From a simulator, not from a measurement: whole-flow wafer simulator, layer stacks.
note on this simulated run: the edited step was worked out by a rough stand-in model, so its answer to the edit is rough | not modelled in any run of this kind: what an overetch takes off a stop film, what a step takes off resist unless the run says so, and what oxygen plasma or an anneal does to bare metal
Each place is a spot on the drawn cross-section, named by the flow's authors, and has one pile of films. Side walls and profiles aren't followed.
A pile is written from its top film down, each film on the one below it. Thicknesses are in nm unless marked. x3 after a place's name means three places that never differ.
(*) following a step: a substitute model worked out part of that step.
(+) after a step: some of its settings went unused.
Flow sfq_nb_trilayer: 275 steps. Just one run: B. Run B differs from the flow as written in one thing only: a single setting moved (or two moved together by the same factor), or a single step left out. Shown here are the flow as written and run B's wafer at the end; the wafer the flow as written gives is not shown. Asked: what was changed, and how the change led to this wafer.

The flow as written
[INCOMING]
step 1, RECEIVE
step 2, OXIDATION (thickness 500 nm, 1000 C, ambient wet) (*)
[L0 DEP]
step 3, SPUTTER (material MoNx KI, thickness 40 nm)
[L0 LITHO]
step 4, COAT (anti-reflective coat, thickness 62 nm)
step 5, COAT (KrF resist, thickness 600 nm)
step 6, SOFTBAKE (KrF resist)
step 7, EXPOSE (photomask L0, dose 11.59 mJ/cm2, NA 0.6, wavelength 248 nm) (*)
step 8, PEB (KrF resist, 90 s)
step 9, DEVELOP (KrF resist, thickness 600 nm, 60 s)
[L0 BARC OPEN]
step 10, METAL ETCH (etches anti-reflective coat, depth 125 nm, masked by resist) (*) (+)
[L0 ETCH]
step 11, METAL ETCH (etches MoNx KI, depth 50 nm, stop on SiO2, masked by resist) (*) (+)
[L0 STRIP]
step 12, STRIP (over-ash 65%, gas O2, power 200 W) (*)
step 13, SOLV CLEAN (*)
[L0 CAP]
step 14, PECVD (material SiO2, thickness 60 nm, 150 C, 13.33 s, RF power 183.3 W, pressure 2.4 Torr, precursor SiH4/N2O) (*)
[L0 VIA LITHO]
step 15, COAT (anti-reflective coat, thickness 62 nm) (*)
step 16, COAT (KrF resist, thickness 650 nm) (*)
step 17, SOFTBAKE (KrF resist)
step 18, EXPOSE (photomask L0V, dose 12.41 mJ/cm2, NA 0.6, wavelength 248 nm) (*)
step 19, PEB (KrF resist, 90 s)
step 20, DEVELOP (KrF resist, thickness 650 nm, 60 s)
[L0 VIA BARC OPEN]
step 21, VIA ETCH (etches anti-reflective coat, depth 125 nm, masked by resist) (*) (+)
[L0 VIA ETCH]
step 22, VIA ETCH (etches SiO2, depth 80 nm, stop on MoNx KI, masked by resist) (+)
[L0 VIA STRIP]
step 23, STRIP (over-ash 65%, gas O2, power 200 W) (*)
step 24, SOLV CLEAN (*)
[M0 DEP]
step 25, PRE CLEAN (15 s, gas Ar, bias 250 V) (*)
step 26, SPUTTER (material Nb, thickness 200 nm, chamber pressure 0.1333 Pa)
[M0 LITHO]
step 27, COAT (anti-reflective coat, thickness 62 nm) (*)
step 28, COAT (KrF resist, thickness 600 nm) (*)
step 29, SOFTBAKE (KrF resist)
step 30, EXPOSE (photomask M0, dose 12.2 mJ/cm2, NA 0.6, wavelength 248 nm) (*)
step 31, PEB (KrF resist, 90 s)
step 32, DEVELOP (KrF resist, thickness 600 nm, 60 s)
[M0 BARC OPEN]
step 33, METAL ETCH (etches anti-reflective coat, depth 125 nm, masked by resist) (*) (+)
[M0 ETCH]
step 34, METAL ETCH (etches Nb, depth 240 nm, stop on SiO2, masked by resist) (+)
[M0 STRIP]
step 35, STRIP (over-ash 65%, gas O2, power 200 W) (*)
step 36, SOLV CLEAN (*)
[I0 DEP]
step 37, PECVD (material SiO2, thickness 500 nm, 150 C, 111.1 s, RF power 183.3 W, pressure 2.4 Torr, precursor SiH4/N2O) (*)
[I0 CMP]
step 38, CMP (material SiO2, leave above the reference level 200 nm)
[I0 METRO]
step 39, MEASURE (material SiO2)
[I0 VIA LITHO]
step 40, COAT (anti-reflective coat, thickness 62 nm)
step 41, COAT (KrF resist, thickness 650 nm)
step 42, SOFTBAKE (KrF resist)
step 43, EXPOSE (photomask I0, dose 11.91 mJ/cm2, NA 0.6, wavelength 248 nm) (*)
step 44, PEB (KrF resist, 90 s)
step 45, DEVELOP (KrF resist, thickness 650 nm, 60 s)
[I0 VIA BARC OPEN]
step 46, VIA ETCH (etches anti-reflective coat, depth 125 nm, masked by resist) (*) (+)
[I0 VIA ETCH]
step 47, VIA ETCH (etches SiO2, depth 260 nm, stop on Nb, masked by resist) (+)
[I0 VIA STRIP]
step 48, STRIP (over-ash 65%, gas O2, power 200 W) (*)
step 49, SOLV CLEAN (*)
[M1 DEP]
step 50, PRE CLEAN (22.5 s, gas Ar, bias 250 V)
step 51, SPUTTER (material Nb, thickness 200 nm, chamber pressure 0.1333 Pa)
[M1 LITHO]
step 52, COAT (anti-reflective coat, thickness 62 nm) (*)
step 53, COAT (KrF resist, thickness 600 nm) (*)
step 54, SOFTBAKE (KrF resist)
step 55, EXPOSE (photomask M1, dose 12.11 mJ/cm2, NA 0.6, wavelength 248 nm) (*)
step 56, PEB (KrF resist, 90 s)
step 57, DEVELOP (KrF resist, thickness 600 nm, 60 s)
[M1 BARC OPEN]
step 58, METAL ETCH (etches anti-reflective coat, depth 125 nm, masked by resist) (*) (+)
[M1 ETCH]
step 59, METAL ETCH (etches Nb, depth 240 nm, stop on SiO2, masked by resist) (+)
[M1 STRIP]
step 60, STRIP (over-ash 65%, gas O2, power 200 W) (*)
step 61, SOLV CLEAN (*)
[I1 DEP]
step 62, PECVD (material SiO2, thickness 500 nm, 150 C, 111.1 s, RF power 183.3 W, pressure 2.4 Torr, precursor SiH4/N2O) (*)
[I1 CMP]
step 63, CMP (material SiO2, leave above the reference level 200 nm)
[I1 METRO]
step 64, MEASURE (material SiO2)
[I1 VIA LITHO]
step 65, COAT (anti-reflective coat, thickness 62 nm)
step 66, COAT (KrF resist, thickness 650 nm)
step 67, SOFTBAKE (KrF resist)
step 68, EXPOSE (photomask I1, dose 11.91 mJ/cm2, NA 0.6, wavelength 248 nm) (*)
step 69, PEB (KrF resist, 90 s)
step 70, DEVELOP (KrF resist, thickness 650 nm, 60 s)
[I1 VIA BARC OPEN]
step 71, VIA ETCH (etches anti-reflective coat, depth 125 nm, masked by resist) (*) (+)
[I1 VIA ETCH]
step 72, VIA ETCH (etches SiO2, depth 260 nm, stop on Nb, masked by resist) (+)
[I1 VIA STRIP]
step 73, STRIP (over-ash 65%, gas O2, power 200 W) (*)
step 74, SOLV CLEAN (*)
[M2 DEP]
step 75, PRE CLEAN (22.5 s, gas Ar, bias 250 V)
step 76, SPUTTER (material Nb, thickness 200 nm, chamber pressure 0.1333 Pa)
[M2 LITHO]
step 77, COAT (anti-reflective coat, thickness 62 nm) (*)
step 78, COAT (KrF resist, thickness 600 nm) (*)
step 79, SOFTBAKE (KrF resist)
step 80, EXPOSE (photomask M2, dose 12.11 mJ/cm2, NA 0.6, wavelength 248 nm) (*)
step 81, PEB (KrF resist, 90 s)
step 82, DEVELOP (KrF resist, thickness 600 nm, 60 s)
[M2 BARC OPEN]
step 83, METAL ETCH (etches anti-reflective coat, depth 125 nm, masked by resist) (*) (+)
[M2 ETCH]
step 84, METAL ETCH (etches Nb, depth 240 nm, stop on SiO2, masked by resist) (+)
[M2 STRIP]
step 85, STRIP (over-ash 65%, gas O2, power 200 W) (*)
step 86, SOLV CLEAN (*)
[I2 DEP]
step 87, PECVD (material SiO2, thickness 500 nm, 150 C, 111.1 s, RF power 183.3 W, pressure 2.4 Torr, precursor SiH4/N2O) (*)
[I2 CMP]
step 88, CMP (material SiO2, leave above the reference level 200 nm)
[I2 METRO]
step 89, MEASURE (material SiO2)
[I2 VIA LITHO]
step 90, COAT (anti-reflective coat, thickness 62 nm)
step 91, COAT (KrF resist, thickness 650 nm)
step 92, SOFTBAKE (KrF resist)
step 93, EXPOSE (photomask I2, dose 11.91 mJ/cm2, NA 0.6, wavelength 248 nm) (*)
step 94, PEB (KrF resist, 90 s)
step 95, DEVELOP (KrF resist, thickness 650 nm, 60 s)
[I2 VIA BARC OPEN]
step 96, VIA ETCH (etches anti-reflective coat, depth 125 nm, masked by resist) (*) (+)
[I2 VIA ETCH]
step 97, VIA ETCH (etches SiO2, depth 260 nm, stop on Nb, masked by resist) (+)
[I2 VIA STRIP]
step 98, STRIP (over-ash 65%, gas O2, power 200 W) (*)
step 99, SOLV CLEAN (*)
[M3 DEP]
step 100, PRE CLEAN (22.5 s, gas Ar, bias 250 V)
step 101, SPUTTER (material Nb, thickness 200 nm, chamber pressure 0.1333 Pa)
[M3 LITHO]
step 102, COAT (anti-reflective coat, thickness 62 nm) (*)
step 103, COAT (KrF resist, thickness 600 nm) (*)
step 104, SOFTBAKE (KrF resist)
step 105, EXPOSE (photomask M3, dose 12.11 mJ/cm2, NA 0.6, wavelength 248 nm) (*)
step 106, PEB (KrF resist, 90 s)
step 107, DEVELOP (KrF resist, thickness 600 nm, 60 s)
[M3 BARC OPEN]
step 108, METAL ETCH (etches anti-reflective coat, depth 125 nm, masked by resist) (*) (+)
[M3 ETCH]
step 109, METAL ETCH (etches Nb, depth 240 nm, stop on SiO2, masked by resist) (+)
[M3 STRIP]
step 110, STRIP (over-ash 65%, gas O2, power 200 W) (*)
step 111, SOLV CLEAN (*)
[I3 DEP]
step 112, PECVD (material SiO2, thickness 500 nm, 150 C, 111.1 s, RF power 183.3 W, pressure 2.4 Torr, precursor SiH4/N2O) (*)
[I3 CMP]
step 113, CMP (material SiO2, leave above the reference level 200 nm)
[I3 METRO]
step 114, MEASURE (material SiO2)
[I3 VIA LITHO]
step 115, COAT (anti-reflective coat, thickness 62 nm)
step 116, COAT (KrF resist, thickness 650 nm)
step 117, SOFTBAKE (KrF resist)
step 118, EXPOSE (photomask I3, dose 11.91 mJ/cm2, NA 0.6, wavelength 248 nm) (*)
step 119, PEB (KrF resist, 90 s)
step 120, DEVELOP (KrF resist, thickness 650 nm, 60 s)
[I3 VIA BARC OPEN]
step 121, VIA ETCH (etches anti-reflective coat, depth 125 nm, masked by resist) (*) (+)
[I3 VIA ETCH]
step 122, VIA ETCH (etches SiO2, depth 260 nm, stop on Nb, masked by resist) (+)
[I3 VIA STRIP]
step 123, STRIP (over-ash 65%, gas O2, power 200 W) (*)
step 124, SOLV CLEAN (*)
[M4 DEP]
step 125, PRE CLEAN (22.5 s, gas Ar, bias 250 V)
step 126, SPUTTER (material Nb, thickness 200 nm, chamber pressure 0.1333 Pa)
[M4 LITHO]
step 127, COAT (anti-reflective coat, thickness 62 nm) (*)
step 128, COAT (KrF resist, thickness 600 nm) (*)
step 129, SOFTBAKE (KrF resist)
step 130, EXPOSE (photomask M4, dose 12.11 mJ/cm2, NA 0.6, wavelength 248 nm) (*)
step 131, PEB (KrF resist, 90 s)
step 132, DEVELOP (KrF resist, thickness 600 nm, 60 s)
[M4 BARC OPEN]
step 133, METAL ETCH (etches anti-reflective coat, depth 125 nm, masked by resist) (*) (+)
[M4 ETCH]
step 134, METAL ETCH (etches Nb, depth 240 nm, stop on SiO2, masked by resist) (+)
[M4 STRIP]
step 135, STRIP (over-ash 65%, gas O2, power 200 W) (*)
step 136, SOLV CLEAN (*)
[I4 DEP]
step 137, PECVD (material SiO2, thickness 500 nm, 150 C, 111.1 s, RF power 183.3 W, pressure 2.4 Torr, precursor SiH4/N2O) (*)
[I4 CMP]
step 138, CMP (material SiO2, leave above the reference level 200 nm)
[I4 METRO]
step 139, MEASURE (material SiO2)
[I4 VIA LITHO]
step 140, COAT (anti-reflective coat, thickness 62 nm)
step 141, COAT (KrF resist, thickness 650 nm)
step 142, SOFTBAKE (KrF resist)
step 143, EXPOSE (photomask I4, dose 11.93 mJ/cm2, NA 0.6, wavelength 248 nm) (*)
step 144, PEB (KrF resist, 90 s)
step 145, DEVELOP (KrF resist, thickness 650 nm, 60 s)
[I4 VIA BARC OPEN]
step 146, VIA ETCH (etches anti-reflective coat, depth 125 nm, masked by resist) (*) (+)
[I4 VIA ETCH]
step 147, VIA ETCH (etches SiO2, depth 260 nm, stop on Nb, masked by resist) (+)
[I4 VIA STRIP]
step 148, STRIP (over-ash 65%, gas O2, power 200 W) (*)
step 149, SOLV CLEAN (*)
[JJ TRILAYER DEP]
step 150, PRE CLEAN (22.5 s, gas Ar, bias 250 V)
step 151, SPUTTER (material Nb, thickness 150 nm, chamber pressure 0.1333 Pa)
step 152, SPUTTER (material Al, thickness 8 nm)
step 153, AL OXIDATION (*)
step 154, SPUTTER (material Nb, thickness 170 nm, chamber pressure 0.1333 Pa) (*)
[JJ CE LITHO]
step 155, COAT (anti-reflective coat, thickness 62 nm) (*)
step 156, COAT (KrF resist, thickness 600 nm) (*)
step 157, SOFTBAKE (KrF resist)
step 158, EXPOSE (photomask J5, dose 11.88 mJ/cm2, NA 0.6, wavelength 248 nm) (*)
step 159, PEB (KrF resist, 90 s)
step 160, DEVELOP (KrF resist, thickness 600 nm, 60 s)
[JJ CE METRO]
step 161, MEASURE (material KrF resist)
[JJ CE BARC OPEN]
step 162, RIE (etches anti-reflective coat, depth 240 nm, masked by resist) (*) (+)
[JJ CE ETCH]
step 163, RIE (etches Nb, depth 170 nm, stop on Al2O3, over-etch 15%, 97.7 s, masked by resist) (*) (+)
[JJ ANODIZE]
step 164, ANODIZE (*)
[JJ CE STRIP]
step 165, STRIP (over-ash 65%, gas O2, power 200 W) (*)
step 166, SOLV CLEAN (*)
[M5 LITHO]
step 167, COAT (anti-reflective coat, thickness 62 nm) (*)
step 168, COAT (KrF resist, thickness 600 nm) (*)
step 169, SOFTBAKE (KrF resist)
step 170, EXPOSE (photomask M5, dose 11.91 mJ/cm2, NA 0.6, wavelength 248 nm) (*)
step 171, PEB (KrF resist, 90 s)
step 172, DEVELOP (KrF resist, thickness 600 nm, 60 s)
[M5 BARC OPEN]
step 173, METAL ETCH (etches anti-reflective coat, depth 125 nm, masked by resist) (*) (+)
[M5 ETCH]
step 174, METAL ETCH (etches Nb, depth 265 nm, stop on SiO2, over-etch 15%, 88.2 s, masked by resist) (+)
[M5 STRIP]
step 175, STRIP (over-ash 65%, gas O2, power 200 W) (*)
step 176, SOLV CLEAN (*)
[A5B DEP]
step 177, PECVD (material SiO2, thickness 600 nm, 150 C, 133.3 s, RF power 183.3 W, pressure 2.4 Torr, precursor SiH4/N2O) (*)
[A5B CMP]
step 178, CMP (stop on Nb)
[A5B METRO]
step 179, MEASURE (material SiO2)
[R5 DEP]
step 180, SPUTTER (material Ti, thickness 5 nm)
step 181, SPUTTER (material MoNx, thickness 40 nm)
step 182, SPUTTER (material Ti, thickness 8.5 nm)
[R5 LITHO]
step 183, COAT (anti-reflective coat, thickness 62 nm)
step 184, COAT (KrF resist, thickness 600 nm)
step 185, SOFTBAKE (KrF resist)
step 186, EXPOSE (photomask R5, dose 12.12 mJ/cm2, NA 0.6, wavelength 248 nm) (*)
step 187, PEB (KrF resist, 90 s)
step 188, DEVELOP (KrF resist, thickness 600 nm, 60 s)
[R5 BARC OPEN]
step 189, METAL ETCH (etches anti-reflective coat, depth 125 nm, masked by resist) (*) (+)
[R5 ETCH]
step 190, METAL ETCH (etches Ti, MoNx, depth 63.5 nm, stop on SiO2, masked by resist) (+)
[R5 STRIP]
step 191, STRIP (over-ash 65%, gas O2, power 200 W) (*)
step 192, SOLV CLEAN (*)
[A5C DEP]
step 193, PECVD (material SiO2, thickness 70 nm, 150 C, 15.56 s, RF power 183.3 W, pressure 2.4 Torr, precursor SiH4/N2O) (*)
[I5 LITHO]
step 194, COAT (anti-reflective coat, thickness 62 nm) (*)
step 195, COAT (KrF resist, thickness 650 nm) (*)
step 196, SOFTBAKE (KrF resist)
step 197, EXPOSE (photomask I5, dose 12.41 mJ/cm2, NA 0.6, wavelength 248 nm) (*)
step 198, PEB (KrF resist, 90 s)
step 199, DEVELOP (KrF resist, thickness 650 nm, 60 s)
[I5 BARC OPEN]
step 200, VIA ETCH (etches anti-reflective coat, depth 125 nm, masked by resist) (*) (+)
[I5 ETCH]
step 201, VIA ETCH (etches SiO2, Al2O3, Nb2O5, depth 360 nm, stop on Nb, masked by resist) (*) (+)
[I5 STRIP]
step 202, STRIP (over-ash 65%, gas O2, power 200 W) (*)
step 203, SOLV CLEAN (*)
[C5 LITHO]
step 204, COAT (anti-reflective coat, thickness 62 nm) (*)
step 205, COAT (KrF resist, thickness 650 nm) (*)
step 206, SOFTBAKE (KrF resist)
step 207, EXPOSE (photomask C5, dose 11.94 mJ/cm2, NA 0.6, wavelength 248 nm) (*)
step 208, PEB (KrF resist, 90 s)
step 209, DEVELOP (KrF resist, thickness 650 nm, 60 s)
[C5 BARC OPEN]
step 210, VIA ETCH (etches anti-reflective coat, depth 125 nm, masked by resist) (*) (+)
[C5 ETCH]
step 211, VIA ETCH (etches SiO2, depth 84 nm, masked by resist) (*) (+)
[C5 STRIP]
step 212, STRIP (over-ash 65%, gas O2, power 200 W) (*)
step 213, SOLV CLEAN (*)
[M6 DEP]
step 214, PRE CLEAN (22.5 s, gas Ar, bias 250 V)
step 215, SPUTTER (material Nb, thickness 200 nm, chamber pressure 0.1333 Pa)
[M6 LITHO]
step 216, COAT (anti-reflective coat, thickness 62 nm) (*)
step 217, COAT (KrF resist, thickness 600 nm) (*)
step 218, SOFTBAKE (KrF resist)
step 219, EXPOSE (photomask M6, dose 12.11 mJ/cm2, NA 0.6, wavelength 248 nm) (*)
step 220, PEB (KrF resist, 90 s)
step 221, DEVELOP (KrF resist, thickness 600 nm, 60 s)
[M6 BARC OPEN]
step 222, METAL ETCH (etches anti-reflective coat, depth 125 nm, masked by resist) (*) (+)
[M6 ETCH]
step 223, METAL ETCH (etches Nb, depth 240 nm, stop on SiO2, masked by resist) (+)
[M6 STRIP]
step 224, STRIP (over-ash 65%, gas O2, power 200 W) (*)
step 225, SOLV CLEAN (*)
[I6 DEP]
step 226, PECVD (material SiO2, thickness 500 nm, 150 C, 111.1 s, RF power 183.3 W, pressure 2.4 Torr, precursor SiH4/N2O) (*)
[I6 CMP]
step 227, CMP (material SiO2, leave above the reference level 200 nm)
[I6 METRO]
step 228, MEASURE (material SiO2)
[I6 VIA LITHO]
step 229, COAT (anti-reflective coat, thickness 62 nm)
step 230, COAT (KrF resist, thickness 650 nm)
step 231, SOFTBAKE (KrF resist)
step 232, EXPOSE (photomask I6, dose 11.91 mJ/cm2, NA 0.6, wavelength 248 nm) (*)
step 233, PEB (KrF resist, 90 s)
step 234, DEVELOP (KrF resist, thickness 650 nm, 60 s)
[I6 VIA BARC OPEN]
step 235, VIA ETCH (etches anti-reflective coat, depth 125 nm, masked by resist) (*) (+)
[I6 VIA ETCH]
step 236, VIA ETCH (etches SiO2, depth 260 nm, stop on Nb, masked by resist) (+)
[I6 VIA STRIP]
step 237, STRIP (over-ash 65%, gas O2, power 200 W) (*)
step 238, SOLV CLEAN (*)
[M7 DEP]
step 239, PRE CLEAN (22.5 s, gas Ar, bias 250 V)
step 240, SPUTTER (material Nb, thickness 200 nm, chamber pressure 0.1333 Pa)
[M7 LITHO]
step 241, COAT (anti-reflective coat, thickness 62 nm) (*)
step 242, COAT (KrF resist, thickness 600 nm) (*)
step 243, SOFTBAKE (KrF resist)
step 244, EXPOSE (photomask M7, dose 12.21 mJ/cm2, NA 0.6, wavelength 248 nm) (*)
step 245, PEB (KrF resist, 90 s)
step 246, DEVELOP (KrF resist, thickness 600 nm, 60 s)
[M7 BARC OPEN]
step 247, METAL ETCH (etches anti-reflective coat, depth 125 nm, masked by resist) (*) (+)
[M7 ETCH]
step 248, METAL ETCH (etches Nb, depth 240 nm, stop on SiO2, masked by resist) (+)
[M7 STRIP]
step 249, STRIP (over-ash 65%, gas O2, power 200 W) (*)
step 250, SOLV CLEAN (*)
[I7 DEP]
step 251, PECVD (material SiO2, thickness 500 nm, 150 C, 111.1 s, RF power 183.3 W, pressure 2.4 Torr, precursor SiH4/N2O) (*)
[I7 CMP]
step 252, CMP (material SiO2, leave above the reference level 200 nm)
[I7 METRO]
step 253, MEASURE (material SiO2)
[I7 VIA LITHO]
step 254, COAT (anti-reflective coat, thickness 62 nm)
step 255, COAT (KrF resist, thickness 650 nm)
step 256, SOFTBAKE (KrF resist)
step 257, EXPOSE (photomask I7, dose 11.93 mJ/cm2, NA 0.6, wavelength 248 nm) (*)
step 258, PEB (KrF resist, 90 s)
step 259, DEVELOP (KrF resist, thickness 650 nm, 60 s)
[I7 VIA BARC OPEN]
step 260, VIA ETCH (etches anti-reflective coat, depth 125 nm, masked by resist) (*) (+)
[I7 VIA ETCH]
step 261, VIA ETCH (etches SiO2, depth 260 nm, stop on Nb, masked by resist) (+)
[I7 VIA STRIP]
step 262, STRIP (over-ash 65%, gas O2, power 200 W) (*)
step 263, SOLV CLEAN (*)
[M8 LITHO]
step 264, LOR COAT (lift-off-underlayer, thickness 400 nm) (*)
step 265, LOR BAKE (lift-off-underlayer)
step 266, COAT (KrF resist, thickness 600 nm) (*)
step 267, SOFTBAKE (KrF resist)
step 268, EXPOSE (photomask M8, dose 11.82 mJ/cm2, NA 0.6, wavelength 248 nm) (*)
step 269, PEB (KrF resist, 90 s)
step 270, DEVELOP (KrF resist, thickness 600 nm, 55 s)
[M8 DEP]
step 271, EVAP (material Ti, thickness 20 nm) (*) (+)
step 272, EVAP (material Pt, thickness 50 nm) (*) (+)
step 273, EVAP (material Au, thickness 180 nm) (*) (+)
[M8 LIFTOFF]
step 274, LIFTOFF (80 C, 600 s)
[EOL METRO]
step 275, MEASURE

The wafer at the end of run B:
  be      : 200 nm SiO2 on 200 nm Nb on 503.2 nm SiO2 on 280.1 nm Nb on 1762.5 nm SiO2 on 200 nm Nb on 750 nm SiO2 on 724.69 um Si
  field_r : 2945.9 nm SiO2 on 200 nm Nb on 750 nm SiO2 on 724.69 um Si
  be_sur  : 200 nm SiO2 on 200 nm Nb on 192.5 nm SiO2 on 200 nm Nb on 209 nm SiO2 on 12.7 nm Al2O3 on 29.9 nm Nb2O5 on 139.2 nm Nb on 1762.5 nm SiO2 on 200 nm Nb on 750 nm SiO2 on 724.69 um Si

The reason: step 2, OXIDATION: thickness 695 nm was run, while the flow as written has thickness 500 nm.

The path from the change to this, step by step:
  step 2, OXIDATION (thickness 500 nm, 1000 C, ambient wet) (*)
      field_l, v_sur, via_wl and 103 more: +695 SiO2 (new film), -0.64 chemical SiO2 (all of it), -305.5 Si (it would be, as written: +500 SiO2 (new film), -0.64 chemical SiO2 (all of it), -219.7 Si)
